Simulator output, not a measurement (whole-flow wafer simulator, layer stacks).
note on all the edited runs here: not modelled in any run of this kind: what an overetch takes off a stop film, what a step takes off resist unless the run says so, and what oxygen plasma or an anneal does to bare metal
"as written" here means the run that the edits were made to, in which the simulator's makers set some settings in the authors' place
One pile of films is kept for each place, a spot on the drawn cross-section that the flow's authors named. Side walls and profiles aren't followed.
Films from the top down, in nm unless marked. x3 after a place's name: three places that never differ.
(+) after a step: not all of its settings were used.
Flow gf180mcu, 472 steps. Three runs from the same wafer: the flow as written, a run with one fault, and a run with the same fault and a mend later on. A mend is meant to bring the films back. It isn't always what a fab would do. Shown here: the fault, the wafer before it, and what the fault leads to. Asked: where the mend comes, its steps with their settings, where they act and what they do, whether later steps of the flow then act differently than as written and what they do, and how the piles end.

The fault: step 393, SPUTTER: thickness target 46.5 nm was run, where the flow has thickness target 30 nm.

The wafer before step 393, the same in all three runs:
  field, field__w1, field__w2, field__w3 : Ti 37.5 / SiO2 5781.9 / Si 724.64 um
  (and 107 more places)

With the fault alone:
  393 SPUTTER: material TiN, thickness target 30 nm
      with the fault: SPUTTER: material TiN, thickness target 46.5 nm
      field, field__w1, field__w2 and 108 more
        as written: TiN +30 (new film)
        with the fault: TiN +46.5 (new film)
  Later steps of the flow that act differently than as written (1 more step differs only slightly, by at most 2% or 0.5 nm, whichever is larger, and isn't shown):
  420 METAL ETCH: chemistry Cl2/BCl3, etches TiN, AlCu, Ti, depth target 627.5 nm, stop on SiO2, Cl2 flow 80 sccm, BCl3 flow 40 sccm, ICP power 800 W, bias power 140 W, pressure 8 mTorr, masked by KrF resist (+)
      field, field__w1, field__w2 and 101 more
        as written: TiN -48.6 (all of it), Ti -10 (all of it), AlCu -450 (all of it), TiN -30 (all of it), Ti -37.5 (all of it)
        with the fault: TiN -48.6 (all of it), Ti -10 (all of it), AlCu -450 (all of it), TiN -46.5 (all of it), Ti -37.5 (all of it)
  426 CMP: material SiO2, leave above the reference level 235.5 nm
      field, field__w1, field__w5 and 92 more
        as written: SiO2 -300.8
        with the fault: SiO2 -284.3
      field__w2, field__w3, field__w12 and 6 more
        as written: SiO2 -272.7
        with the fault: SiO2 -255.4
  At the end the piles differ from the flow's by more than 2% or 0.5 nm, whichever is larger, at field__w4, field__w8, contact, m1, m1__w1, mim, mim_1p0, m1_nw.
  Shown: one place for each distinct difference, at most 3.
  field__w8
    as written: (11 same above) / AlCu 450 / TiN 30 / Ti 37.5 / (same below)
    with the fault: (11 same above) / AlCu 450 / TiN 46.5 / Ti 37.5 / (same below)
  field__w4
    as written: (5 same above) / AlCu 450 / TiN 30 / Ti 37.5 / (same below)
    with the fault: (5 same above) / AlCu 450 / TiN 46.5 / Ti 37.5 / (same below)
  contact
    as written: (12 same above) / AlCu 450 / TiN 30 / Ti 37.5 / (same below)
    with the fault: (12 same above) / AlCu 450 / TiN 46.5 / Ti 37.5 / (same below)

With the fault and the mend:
  The mend comes after step 393.
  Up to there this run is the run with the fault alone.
  393a METAL ETCH: chemistry Cl2/BCl3, etches TiN, AlCu, Ti, depth target 16.5 nm, Cl2 flow 80 sccm, BCl3 flow 40 sccm, ICP power 800 W, bias power 140 W, pressure 8 mTorr (the flow's step 260 once more, with other settings)
      field, field__w1, field__w2 and 108 more
        TiN -16.5
  No later step of the flow acts differently than as written at any place that is followed.
  At the end the piles are the same as the flow's at every place that both follow.
